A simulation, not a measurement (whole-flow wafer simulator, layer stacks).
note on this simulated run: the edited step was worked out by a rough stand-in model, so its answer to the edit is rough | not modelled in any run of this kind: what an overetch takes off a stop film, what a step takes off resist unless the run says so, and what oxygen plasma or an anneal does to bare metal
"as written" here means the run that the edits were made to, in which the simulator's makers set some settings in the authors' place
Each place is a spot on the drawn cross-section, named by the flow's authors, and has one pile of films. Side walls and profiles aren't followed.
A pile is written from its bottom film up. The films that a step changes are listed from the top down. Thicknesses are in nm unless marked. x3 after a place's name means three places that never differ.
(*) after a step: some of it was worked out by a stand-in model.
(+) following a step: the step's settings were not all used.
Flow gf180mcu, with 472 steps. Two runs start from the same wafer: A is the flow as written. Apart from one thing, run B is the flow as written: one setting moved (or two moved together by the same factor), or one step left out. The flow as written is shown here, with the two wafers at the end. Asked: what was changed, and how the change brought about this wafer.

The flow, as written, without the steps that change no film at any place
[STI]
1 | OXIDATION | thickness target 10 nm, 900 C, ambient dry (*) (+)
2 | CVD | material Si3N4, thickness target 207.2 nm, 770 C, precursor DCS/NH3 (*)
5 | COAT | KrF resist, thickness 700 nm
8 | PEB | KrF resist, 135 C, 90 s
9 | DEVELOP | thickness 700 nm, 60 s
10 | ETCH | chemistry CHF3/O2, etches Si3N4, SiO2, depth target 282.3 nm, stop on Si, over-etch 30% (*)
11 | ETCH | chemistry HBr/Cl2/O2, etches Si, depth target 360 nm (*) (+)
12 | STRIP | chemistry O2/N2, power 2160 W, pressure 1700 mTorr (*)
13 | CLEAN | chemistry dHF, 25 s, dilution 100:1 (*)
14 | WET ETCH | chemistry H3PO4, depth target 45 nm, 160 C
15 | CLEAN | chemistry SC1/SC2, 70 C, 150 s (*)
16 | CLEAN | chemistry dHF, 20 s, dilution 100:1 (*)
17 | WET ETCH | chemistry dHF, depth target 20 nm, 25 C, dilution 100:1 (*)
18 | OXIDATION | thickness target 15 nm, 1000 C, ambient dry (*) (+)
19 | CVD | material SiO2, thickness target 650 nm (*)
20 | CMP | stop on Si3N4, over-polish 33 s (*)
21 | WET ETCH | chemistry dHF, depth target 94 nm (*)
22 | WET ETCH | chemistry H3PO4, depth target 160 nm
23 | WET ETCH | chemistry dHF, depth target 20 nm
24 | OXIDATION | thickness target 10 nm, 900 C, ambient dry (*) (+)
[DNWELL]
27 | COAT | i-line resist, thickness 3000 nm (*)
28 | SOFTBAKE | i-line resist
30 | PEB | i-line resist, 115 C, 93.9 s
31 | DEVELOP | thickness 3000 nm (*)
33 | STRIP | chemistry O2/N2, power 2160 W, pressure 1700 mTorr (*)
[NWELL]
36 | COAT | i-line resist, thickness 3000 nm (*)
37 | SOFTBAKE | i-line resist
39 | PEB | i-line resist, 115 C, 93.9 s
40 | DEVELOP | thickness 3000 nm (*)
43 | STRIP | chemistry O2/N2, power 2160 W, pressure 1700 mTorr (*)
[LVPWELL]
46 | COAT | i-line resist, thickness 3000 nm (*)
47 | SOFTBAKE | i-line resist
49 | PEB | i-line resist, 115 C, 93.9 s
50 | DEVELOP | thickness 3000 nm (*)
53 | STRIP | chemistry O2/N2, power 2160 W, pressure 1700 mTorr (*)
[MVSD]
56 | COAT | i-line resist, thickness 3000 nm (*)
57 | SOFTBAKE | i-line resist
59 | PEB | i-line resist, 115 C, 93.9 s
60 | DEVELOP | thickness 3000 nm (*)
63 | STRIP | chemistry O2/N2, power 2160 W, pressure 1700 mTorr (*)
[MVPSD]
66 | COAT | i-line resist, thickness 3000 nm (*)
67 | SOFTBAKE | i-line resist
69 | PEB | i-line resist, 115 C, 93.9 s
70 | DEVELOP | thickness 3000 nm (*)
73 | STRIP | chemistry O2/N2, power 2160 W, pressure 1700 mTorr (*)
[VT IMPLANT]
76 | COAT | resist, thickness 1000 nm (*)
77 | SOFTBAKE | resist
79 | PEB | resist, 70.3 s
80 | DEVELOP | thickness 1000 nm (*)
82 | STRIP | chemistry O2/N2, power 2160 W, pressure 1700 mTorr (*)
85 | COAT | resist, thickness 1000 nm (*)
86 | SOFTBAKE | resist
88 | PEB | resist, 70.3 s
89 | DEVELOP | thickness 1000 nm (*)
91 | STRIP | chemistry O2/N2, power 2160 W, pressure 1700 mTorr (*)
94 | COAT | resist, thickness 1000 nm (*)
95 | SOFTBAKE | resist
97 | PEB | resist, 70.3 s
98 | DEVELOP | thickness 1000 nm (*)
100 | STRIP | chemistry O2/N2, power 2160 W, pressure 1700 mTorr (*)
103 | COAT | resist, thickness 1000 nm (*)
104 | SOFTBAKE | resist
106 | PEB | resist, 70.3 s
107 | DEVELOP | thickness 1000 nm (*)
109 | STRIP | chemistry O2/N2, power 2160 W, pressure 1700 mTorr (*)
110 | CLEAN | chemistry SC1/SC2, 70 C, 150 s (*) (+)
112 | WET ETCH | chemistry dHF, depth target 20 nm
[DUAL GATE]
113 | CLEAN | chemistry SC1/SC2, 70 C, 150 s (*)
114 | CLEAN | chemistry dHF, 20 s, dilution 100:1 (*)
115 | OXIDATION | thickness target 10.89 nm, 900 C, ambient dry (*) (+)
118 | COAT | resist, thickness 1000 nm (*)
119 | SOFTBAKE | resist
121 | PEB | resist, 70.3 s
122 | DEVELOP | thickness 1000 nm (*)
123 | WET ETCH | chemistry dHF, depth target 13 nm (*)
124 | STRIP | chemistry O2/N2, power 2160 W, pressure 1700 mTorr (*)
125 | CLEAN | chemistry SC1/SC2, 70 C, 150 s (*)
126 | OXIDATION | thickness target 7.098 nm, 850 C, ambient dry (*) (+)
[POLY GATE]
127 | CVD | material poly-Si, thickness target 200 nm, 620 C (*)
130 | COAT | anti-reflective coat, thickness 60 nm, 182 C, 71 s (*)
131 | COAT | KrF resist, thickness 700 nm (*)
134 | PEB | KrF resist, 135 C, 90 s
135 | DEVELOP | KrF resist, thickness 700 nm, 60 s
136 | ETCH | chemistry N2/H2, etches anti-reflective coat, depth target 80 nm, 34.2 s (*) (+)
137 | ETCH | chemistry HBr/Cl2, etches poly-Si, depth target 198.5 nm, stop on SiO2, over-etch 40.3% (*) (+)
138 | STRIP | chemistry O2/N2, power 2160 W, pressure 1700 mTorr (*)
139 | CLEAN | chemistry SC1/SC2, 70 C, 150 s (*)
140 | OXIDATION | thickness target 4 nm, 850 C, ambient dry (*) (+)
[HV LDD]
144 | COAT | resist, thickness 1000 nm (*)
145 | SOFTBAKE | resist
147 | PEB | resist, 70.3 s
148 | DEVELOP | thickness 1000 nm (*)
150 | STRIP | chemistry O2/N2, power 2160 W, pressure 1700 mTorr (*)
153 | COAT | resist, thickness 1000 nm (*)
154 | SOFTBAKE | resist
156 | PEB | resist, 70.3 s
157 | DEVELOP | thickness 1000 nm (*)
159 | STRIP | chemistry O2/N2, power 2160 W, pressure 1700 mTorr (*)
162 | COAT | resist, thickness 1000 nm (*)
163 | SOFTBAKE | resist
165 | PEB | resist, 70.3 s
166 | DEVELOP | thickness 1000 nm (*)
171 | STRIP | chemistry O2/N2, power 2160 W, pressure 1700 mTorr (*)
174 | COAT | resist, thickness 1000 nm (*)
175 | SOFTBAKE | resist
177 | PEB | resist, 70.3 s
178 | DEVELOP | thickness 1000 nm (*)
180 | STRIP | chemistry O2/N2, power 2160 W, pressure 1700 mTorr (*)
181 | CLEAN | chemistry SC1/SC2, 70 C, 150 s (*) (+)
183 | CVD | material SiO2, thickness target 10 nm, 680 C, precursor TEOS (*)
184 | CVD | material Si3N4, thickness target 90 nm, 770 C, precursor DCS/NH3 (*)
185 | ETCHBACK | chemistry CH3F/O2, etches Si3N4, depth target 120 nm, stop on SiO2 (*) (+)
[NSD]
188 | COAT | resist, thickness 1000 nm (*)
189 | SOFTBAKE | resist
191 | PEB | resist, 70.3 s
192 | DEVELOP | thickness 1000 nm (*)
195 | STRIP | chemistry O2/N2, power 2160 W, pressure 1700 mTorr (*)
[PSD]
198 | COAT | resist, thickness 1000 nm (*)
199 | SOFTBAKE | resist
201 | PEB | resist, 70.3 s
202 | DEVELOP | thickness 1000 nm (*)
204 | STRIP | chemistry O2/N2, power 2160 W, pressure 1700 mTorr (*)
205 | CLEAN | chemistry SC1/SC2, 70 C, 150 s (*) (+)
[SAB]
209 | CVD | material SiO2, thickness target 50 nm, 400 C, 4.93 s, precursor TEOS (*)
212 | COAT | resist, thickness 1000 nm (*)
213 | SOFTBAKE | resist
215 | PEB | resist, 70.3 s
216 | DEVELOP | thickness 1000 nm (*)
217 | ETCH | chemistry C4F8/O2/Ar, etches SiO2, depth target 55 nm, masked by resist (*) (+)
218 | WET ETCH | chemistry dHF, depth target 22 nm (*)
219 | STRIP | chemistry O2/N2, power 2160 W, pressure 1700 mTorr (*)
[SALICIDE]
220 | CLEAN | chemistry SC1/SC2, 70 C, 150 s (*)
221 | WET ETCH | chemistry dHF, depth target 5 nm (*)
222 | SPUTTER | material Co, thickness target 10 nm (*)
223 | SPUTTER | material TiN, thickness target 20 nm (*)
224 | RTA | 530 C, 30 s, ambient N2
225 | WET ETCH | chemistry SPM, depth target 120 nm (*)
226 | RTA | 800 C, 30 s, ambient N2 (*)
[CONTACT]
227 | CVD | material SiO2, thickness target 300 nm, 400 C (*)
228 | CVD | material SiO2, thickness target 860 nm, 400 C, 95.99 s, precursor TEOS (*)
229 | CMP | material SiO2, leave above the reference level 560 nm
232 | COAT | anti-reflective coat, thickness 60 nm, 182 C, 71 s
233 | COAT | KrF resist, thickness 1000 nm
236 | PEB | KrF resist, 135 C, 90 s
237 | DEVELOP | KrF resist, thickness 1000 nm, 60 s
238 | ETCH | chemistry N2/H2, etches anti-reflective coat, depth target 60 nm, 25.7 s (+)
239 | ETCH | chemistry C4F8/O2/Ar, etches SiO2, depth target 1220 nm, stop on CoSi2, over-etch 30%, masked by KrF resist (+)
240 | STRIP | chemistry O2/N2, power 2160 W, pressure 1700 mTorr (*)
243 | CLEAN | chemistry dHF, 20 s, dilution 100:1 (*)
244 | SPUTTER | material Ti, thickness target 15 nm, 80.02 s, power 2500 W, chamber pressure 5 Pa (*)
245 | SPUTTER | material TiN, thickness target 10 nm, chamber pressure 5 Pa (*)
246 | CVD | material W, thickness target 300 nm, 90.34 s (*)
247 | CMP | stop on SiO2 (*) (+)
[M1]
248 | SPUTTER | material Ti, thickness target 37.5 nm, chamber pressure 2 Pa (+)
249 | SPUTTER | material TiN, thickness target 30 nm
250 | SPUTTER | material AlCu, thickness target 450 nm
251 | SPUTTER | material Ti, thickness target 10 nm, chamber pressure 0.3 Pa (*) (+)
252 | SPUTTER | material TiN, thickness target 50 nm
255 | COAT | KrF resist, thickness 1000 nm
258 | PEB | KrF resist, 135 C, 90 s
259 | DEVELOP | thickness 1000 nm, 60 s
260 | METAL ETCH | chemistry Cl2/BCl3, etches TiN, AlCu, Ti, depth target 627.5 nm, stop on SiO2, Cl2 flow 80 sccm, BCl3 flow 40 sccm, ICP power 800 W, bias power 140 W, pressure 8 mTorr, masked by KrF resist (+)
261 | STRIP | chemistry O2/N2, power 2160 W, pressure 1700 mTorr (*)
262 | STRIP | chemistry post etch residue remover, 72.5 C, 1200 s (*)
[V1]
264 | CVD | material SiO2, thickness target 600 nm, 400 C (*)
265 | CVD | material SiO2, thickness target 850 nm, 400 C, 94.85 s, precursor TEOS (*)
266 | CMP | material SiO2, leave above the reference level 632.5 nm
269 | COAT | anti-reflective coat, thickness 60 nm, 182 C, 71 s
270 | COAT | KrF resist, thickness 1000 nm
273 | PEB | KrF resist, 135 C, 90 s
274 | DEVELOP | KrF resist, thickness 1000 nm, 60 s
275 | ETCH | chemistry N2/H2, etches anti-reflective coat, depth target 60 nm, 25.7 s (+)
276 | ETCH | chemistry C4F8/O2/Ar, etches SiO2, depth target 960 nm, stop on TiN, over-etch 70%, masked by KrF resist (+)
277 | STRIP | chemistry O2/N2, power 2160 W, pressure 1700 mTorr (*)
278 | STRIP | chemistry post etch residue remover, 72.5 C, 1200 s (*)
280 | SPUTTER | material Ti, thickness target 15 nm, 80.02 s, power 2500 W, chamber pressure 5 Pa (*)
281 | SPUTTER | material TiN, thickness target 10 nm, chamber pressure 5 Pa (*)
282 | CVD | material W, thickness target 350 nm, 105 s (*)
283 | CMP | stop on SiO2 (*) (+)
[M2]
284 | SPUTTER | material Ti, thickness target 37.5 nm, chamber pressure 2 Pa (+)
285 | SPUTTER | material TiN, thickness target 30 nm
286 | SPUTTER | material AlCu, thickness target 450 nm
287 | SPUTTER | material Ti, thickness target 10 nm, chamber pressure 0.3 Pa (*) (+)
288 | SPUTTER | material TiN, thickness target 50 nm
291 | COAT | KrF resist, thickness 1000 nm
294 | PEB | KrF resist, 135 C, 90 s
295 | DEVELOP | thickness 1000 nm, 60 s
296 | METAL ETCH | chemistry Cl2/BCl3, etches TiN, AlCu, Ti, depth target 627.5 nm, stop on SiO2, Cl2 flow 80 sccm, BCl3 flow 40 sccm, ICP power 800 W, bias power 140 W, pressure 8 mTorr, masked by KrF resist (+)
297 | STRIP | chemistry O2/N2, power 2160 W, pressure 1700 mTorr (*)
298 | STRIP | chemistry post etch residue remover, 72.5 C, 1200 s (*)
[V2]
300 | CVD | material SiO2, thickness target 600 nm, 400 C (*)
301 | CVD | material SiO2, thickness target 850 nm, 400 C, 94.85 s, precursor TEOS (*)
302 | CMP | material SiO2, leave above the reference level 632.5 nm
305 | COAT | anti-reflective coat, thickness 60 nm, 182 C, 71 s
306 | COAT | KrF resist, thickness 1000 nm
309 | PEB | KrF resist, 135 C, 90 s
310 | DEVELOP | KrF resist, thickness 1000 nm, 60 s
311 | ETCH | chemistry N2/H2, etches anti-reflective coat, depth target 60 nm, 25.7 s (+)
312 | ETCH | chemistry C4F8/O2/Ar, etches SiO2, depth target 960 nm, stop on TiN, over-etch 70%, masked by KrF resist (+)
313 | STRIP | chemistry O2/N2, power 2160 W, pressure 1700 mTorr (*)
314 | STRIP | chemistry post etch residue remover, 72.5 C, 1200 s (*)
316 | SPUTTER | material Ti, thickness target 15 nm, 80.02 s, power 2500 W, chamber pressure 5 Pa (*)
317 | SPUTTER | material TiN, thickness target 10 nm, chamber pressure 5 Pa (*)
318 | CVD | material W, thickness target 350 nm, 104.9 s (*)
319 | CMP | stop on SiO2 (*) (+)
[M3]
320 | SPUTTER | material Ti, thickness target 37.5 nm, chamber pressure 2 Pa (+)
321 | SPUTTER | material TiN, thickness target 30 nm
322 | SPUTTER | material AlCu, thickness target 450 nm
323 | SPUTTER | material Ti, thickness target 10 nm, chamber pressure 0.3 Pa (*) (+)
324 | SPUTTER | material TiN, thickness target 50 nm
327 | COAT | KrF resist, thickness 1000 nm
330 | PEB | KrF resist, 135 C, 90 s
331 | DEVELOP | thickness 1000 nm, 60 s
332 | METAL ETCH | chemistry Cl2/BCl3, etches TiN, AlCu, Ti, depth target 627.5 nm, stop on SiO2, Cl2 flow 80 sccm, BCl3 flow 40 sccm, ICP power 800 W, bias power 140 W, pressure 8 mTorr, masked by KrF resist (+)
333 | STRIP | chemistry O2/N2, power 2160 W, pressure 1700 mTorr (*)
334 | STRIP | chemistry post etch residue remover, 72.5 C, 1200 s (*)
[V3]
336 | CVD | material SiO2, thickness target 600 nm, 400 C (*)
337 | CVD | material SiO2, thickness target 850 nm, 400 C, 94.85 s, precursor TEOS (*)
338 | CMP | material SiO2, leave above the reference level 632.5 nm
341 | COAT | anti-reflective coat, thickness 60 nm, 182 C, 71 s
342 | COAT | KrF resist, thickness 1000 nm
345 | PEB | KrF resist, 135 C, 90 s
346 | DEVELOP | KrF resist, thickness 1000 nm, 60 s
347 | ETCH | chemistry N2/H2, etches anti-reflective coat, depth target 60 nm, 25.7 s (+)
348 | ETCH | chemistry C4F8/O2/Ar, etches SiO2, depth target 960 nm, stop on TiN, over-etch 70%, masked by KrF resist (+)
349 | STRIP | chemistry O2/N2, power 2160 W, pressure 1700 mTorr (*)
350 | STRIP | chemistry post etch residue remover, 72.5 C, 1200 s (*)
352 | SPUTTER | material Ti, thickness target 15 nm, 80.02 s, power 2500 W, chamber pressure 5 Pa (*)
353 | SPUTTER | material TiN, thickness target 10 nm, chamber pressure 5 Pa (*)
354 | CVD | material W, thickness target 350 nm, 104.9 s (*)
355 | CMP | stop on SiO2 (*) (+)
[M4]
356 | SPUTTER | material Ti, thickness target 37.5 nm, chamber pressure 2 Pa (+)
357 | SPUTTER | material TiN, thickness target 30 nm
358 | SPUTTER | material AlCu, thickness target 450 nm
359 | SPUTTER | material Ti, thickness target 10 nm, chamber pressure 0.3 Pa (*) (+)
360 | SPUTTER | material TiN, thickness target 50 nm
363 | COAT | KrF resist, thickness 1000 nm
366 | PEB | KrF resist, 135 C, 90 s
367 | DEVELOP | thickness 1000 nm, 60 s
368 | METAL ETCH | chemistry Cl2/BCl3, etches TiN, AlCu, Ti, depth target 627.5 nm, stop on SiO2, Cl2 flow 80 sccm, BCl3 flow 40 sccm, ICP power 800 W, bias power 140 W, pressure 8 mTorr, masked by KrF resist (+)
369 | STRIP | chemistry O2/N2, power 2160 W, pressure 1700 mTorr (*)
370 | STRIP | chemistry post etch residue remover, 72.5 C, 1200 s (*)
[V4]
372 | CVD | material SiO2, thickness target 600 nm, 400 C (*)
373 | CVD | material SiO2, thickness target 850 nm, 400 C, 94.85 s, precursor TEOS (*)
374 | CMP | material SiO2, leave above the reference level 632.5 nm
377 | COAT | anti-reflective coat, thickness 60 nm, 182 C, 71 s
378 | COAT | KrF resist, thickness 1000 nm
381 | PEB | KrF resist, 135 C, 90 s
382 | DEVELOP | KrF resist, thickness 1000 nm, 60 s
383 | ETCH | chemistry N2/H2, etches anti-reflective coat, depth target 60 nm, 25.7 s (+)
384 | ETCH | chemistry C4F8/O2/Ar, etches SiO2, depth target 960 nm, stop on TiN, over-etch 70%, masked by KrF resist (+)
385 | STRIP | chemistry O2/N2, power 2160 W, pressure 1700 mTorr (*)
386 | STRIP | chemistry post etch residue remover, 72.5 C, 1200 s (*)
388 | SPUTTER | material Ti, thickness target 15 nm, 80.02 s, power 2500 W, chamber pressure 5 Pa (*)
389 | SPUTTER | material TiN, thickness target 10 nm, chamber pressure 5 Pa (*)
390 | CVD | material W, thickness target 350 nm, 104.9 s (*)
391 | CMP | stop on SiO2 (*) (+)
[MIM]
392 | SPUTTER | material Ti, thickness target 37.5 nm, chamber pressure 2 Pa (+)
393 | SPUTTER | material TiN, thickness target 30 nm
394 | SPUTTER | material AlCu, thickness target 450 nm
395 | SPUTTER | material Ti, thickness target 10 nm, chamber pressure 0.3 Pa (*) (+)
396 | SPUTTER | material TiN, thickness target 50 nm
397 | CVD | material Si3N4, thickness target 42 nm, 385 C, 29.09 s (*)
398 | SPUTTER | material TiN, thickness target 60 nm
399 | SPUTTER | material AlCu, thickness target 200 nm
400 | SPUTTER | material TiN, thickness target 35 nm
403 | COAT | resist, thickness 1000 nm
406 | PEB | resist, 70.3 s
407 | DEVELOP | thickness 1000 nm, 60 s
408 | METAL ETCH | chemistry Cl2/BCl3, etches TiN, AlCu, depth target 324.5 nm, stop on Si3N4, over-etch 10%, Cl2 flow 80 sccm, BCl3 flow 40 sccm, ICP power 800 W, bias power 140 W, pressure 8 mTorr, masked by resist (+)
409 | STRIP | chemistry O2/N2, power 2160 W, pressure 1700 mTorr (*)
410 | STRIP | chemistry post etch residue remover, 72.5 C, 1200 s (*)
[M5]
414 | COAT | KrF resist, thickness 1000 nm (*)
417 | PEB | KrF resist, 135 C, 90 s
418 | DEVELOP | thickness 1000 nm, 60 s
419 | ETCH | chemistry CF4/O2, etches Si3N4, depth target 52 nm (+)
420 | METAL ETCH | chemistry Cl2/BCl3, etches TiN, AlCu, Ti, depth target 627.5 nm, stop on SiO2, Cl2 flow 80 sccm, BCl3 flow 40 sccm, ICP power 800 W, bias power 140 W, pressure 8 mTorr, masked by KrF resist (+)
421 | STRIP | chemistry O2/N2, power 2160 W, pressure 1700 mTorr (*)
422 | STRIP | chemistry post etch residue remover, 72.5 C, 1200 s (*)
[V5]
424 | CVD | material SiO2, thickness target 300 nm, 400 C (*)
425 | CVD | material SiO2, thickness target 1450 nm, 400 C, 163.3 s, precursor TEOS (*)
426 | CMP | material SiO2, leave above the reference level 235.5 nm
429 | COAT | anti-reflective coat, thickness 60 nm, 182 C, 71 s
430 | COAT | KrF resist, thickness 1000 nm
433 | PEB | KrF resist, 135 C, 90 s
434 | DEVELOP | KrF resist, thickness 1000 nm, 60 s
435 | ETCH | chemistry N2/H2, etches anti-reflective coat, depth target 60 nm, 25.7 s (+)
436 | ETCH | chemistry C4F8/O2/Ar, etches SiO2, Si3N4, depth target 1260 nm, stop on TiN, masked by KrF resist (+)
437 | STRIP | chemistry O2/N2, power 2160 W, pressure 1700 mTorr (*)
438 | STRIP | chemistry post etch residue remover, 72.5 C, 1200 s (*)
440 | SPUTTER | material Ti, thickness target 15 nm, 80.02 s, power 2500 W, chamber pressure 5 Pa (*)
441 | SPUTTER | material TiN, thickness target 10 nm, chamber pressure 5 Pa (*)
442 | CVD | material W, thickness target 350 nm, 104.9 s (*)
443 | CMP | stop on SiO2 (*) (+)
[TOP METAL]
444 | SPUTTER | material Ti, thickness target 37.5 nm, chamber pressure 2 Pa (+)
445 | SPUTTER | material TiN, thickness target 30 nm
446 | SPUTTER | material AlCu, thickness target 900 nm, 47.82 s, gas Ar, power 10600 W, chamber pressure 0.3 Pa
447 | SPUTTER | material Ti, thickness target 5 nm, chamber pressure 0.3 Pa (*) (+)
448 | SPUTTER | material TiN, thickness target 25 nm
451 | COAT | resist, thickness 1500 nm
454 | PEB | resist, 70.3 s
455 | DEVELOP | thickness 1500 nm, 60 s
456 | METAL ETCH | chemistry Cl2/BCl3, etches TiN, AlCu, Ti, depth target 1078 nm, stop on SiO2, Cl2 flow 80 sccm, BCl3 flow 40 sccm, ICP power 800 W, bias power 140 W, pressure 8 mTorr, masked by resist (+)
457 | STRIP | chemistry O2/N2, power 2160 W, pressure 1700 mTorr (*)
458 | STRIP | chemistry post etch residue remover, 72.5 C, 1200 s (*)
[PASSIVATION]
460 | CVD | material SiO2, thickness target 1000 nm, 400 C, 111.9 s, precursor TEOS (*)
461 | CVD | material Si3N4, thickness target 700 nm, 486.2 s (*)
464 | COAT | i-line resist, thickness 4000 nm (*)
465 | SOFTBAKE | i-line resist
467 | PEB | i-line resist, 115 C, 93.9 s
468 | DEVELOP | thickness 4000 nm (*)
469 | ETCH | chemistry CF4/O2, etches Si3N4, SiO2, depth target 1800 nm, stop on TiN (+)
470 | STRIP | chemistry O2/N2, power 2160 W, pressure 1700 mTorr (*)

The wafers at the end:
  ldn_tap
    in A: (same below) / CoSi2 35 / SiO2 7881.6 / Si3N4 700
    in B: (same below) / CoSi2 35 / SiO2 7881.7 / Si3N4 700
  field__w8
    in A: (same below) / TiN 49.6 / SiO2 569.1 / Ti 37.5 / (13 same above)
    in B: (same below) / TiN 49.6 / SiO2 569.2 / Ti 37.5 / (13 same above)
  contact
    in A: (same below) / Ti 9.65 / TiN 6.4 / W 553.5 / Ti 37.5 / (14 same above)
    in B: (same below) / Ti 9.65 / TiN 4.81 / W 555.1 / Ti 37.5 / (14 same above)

The reason: step 389, SPUTTER: thickness target 7.5 nm was run, whereas the flow has thickness target 10 nm.

Step by step, how the change led to this:
  389 | SPUTTER | material TiN, thickness target 10 nm, chamber pressure 5 Pa (*)
      field, field__w1, field__w2 and 107 more: A TiN gains 10 (new film) | B TiN gains 7.5 (new film)
      contact: A TiN gains 6.4 (new film) | B TiN gains 4.81 (new film)
  391 | CMP | stop on SiO2 (*) (+)
      field, field__w1, field__w2 and 107 more: A W loses 350 (all of it), TiN loses 10 (all of it), Ti loses 15 (all of it), SiO2 loses 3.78 | B W loses 350 (all of it), TiN loses 7.5 (all of it), Ti loses 15 (all of it), SiO2 loses 3.76
